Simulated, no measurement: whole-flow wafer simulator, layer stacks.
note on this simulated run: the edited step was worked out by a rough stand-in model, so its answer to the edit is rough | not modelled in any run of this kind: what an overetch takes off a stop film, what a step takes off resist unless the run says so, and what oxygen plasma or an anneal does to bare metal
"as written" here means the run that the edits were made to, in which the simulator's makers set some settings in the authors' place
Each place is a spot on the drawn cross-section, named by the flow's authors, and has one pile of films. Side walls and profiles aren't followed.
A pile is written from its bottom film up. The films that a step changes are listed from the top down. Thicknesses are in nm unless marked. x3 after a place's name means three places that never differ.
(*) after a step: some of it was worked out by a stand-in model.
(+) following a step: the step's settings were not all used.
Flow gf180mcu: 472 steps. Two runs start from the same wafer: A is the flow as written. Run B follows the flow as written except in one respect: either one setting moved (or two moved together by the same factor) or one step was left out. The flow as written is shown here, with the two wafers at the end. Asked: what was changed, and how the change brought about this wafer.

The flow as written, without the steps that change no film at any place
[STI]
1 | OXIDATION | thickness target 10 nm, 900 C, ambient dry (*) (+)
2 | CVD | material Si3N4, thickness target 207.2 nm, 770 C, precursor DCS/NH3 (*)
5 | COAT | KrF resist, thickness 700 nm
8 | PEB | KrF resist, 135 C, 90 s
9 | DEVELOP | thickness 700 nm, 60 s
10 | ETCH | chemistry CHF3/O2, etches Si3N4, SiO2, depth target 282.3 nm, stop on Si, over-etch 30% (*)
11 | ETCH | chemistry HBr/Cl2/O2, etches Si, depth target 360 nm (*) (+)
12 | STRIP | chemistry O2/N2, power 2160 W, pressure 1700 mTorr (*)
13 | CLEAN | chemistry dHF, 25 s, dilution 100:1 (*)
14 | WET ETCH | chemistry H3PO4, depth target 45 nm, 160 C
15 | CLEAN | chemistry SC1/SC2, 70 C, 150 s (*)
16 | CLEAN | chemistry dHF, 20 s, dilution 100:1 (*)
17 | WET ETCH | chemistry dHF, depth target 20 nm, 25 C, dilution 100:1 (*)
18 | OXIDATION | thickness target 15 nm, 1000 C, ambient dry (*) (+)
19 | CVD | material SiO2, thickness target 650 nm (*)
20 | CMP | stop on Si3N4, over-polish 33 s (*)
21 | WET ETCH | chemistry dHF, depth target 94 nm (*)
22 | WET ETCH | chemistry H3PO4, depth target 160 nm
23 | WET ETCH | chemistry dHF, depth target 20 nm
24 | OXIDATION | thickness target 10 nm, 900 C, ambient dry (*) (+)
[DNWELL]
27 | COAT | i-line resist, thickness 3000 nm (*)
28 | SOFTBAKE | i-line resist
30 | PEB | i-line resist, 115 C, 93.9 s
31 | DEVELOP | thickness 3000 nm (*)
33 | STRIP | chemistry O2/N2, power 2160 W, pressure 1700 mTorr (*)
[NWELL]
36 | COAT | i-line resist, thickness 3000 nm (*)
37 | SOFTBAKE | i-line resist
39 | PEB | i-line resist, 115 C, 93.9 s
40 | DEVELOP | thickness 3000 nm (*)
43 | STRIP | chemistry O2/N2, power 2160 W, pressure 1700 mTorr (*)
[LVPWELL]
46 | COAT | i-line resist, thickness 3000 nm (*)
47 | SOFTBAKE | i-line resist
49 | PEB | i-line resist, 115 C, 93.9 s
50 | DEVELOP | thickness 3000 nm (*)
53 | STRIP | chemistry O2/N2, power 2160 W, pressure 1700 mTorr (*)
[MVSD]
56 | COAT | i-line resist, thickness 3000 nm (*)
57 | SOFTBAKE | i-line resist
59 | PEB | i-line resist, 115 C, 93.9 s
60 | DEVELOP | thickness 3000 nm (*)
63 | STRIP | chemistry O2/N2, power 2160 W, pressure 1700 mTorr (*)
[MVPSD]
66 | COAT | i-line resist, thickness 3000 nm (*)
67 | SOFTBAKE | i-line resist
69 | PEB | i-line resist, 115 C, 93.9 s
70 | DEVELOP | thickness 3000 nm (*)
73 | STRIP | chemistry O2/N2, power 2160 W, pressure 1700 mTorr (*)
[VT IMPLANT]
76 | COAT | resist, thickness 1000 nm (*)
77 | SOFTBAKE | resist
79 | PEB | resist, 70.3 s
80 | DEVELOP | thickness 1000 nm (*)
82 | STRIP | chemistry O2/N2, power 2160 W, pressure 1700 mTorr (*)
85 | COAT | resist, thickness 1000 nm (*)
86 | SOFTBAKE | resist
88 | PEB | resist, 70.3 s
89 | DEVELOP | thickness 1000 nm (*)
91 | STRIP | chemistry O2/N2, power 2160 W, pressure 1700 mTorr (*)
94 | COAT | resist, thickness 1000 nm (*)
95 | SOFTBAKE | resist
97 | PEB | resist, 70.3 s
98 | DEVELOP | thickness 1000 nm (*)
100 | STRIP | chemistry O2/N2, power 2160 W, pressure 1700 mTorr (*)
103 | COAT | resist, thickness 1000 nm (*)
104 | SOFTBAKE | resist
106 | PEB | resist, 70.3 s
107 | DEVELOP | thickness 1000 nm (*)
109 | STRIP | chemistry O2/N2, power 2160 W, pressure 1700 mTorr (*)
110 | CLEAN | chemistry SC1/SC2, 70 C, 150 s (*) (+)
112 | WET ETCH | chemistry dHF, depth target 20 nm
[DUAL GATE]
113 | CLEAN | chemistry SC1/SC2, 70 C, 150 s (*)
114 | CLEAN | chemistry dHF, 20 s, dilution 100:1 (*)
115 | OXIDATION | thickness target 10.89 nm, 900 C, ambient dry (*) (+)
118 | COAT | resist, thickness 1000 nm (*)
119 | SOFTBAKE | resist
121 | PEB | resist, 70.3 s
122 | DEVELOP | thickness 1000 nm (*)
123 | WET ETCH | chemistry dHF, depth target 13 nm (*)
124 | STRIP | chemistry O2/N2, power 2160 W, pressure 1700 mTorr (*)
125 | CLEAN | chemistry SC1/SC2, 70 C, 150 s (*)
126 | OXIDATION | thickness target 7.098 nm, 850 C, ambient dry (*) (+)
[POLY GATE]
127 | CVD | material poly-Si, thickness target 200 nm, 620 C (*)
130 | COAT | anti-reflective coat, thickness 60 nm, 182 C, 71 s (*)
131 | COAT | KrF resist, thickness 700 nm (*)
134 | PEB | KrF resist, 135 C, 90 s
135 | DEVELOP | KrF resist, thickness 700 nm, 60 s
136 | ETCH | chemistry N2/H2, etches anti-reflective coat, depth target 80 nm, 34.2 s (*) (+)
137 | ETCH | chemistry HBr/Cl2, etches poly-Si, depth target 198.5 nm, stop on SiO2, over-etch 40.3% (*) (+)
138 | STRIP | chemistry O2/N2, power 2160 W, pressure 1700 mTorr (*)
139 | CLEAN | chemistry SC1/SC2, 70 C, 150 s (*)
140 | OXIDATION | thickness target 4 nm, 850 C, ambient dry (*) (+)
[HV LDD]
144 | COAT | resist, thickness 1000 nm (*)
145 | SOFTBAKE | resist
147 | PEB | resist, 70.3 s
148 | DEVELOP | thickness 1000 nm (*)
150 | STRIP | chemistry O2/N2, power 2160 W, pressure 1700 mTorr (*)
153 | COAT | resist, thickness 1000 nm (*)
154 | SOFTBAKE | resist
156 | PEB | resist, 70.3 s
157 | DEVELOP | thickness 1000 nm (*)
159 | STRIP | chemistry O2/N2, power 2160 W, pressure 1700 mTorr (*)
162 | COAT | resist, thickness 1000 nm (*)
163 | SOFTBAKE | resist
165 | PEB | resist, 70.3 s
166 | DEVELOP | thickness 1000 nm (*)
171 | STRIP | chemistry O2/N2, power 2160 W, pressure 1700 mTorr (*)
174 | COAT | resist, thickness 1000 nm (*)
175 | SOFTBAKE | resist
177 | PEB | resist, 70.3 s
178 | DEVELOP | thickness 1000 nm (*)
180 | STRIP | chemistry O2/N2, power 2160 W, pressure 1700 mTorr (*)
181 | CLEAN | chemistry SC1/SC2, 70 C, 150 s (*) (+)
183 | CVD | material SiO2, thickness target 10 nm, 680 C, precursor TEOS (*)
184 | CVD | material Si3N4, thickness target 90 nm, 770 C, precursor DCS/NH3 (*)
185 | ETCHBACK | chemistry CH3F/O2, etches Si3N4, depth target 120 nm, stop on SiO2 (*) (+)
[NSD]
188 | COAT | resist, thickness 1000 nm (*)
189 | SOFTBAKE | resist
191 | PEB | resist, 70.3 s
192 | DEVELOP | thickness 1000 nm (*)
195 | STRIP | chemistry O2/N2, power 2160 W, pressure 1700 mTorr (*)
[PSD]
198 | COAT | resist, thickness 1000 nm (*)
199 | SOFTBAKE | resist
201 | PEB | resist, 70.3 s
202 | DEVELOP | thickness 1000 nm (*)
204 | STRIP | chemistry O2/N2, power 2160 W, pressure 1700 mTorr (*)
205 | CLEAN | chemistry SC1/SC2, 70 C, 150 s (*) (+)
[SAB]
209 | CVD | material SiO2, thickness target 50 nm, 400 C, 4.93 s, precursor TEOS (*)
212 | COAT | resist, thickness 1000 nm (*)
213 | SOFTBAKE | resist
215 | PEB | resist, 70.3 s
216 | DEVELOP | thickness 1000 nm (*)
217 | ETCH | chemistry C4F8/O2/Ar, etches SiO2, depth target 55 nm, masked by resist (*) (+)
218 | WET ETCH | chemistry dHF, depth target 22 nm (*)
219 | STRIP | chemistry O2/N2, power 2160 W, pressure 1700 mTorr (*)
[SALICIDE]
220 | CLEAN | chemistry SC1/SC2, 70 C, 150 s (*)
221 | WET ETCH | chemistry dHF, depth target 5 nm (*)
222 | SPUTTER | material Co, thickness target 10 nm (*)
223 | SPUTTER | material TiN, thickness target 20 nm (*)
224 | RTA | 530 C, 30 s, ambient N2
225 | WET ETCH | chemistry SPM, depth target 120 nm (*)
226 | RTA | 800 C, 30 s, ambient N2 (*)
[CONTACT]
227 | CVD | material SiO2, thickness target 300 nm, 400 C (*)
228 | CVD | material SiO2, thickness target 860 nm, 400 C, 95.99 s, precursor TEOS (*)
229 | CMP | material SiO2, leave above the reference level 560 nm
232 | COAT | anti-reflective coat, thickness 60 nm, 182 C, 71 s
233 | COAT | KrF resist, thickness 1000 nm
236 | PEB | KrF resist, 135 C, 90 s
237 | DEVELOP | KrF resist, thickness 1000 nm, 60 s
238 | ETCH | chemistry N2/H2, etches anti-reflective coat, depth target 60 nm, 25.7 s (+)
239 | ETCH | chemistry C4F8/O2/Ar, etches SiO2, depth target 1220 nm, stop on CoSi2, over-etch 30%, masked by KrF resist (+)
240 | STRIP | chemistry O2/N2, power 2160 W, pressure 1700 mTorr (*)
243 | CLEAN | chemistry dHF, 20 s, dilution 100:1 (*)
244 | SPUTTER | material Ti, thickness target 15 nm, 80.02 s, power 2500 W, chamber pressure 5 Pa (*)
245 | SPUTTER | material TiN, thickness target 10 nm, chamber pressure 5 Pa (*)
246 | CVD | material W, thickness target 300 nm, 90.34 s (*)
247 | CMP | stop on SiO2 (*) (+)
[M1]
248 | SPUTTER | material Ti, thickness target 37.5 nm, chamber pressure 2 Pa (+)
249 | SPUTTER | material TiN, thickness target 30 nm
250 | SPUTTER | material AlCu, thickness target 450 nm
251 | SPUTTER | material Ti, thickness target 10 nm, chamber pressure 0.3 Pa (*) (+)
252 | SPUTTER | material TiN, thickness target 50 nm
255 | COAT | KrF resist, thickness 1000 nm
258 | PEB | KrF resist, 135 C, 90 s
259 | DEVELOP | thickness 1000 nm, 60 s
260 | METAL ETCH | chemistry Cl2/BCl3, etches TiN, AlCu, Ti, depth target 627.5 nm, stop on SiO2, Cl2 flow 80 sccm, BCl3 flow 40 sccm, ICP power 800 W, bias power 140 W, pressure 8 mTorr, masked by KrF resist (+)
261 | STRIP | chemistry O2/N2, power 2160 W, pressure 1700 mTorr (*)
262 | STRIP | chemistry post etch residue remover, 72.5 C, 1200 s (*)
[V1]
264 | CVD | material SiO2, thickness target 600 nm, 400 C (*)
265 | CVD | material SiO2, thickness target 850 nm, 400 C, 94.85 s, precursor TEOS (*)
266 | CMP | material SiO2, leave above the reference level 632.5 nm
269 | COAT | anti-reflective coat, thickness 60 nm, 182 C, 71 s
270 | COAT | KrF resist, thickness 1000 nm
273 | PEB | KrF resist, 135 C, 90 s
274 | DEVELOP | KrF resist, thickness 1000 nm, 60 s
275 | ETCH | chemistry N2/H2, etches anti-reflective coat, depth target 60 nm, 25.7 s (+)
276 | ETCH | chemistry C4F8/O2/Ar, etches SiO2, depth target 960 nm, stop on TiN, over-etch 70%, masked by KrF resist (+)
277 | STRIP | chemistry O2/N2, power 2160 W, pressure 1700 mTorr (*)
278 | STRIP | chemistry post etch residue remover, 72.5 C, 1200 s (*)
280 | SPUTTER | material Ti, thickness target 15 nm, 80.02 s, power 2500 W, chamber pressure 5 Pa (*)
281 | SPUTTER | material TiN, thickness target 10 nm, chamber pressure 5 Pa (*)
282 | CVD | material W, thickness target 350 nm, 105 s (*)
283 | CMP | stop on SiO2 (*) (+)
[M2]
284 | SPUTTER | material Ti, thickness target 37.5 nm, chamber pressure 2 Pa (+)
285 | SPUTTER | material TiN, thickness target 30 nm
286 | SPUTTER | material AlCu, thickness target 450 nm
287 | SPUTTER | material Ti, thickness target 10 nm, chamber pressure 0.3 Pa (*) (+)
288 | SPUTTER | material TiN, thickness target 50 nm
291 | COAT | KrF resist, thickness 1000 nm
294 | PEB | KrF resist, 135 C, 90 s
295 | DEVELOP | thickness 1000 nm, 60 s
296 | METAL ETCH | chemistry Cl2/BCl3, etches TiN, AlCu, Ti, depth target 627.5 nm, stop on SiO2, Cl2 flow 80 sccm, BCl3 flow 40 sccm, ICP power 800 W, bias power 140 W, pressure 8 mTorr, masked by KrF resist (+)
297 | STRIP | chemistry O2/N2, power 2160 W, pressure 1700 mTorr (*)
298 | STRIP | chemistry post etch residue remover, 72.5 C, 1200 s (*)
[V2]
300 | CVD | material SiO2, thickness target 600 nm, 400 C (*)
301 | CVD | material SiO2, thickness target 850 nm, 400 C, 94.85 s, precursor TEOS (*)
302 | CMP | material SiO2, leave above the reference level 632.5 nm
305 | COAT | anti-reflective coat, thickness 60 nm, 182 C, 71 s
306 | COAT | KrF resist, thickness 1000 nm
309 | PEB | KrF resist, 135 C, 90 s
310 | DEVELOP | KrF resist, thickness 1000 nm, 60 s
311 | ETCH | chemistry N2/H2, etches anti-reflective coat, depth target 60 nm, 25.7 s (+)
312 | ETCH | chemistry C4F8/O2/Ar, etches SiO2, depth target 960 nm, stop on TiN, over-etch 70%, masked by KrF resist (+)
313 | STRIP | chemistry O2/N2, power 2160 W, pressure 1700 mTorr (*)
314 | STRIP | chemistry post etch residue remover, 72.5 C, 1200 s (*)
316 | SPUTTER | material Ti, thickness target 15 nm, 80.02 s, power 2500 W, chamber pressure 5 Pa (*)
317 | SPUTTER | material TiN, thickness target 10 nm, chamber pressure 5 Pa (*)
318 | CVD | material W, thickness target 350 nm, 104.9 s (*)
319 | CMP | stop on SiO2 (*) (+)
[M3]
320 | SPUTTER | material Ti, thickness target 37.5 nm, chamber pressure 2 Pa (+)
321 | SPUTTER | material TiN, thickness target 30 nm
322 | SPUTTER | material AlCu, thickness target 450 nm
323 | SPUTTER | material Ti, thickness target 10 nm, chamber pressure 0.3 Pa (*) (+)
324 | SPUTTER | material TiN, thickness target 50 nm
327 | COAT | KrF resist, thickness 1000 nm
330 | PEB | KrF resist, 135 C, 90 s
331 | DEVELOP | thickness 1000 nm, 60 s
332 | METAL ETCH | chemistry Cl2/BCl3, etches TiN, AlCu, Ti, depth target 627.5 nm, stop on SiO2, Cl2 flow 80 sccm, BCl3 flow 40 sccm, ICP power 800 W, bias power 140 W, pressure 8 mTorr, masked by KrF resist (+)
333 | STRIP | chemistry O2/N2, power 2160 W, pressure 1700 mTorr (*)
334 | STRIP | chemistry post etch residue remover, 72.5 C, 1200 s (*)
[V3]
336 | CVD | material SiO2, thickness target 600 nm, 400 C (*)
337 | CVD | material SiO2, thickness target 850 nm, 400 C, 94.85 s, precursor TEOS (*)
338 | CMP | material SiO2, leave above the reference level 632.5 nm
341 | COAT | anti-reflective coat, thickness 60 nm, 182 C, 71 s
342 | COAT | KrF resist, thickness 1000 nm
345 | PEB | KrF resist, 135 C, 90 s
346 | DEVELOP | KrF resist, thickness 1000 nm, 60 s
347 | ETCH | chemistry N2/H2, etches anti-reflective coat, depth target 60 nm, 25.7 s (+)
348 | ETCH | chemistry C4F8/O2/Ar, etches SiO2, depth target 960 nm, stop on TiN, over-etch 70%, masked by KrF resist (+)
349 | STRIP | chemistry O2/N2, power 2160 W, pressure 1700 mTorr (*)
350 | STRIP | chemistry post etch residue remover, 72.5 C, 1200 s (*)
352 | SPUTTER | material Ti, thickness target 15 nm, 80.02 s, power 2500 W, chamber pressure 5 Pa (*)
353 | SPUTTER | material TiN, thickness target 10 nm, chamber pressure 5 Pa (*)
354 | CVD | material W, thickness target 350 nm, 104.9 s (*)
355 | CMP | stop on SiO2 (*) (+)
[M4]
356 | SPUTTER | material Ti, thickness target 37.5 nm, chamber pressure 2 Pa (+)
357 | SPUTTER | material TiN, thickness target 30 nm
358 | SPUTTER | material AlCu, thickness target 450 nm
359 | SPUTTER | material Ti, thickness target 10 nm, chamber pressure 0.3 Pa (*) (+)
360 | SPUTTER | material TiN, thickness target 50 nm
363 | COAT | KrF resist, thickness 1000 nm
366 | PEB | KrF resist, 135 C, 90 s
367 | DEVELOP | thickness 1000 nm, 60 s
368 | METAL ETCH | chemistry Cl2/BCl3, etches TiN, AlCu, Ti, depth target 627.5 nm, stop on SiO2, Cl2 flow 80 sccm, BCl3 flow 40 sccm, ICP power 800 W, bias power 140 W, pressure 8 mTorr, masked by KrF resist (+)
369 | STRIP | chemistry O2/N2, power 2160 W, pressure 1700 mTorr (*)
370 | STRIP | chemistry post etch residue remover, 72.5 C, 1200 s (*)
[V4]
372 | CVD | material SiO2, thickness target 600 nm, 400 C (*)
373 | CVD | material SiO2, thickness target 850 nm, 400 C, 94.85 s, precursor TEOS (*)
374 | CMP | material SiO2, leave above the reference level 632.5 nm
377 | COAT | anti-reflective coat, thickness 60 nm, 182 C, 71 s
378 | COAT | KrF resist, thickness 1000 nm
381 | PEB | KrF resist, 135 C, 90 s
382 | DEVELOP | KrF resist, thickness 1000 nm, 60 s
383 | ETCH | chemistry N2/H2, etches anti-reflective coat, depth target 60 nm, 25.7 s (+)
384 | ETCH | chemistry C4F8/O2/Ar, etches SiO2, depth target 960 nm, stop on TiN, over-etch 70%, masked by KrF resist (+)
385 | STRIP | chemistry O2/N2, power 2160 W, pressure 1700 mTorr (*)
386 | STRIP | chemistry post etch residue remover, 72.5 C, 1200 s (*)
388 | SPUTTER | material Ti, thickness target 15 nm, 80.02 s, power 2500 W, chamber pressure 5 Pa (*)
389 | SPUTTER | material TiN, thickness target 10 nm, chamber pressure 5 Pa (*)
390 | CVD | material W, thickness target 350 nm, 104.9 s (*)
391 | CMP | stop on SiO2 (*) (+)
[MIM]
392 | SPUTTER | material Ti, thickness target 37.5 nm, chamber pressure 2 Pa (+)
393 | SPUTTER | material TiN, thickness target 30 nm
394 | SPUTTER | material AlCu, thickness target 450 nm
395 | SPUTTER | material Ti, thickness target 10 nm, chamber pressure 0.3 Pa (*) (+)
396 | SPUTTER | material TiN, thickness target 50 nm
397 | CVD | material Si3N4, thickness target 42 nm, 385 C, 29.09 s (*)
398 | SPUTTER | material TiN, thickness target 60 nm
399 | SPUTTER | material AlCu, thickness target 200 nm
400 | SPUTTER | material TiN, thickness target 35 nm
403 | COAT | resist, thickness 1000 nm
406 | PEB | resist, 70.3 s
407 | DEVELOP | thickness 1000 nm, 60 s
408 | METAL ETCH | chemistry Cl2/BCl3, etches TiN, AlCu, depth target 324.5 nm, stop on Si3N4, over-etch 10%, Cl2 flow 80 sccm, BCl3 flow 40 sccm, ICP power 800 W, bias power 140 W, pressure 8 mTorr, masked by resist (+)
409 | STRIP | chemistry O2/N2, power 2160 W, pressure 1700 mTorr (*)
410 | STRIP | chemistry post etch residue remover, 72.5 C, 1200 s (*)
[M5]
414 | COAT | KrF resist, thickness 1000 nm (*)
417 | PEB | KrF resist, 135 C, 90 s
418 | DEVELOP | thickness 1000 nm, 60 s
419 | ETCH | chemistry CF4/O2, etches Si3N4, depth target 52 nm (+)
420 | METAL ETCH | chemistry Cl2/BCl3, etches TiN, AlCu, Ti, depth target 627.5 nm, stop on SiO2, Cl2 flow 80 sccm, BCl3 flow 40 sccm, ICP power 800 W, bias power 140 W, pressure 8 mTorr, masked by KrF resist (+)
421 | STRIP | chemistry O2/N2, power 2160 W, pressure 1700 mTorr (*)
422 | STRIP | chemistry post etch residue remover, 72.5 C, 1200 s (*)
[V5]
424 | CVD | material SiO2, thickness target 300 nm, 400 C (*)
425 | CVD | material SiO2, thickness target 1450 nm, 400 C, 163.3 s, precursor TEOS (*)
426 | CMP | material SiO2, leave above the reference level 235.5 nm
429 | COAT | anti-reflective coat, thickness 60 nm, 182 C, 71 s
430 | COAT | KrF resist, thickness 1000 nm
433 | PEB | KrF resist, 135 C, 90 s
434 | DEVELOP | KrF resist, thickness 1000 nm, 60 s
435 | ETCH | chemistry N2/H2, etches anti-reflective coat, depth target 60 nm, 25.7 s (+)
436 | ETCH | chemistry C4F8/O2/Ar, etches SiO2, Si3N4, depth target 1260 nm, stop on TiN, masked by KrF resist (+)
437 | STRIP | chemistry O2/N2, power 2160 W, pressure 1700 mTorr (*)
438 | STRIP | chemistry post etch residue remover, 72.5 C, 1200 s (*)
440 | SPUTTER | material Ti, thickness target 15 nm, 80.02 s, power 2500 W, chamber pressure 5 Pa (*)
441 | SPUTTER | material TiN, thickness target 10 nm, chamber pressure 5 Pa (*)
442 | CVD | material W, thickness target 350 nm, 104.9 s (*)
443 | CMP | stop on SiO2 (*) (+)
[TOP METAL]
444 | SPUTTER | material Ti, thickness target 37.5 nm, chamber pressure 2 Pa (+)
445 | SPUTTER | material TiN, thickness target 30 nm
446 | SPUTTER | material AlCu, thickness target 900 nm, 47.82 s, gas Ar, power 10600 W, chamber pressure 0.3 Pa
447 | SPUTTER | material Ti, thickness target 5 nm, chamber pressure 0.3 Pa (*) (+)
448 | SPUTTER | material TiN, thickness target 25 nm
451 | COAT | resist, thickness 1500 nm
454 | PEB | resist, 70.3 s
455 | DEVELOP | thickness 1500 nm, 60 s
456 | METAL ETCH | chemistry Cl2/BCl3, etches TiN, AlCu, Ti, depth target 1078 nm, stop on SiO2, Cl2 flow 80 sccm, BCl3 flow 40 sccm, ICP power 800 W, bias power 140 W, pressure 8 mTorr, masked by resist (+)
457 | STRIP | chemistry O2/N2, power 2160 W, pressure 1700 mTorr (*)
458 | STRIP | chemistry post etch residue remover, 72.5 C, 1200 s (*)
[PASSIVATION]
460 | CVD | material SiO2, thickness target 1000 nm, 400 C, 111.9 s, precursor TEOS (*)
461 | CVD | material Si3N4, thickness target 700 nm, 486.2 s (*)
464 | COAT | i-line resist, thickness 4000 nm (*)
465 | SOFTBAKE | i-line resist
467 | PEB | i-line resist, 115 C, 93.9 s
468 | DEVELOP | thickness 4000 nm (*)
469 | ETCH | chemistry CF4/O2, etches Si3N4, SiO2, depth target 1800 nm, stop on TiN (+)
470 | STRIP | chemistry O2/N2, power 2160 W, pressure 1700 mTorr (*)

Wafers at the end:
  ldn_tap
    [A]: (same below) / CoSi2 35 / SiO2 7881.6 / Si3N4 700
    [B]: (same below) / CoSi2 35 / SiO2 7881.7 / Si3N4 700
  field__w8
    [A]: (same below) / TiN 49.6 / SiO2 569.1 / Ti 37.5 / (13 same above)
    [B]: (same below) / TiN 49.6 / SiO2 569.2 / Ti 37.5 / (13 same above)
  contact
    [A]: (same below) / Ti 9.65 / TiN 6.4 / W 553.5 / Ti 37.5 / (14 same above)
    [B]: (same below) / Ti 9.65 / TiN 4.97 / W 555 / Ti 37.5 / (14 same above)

What caused this: step 389, SPUTTER: thickness target 7.75 nm was run, while the flow as written has thickness target 10 nm.

The path from the change to this, step by step:
  389 | SPUTTER | material TiN, thickness target 10 nm, chamber pressure 5 Pa (*)
      field, field__w1, field__w2 and 107 more: A +10 TiN (new film) | B +7.75 TiN (new film)
      contact: A +6.4 TiN (new film) | B +4.97 TiN (new film)
  391 | CMP | stop on SiO2 (*) (+)
      field, field__w1, field__w2 and 107 more: A -350 W (all of it), -10 TiN (all of it), -15 Ti (all of it), -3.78 SiO2 | B -350 W (all of it), -7.75 TiN (all of it), -15 Ti (all of it), -3.76 SiO2
